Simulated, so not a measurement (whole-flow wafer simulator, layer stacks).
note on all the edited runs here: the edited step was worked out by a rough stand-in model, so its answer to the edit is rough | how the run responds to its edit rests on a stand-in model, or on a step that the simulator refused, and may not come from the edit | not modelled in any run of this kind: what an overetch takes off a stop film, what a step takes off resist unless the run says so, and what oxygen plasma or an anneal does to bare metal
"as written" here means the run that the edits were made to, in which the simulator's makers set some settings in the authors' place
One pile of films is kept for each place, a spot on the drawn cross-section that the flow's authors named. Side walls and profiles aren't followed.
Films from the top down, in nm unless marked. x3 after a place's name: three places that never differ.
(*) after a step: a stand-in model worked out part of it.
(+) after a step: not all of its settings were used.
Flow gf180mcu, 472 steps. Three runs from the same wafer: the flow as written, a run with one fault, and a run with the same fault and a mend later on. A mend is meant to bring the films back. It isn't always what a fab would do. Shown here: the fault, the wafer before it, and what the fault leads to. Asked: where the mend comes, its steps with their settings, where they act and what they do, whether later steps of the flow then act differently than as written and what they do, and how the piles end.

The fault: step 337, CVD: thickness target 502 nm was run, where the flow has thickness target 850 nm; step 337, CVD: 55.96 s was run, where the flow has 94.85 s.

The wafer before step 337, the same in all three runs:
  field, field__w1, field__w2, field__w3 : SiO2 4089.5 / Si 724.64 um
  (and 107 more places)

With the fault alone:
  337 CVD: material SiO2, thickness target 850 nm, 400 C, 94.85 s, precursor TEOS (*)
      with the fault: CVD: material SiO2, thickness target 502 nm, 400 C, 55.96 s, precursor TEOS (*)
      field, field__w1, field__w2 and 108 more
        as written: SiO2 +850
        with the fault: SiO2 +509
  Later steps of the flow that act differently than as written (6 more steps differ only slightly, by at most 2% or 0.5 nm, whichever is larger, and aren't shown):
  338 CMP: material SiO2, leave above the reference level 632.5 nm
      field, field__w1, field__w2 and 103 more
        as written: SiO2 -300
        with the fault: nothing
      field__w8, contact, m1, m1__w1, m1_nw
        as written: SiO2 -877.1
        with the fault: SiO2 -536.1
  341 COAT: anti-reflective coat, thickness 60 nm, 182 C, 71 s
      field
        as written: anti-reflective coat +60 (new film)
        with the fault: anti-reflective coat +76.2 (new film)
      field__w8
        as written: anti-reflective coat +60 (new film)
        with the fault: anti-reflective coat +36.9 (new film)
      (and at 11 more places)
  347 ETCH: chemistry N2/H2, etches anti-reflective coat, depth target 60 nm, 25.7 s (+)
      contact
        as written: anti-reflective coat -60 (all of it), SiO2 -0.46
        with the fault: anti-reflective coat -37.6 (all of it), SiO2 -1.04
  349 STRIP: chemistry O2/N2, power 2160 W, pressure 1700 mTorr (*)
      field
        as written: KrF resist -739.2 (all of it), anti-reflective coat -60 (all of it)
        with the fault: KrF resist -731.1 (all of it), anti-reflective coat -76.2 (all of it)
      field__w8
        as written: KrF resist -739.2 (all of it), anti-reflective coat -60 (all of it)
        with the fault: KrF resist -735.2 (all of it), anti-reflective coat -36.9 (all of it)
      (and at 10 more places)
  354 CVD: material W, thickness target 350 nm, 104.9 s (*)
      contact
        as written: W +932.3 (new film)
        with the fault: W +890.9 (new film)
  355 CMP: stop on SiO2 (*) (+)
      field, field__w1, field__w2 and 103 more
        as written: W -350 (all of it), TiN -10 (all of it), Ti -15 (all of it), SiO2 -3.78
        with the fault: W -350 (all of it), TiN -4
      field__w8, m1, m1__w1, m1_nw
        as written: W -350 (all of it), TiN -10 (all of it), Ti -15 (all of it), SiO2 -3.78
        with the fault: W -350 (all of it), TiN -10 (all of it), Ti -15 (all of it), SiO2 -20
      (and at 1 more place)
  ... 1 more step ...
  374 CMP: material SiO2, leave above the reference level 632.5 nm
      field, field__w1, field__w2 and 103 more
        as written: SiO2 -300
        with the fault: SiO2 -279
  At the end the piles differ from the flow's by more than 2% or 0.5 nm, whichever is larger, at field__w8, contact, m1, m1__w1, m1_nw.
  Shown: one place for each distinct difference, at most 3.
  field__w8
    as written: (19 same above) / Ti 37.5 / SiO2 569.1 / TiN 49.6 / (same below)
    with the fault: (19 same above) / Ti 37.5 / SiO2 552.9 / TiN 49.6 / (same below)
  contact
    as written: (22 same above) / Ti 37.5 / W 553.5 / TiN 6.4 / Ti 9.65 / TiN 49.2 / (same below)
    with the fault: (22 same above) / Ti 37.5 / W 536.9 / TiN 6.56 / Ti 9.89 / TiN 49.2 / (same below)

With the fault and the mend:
  The mend comes after step 337.
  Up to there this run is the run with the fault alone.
  337a CVD: material SiO2, thickness target 348 nm, 400 C, 38.83 s, precursor TEOS (*) (the flow's step 337 once more, with other settings)
      field, field__w1, field__w2 and 108 more
        SiO2 +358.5
  Later steps of the flow that act differently than as written:
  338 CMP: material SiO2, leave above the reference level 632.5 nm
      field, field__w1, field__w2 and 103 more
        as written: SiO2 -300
        with the mend: SiO2 -317.5
  At the end the piles are the same as the flow's at every place that both follow.
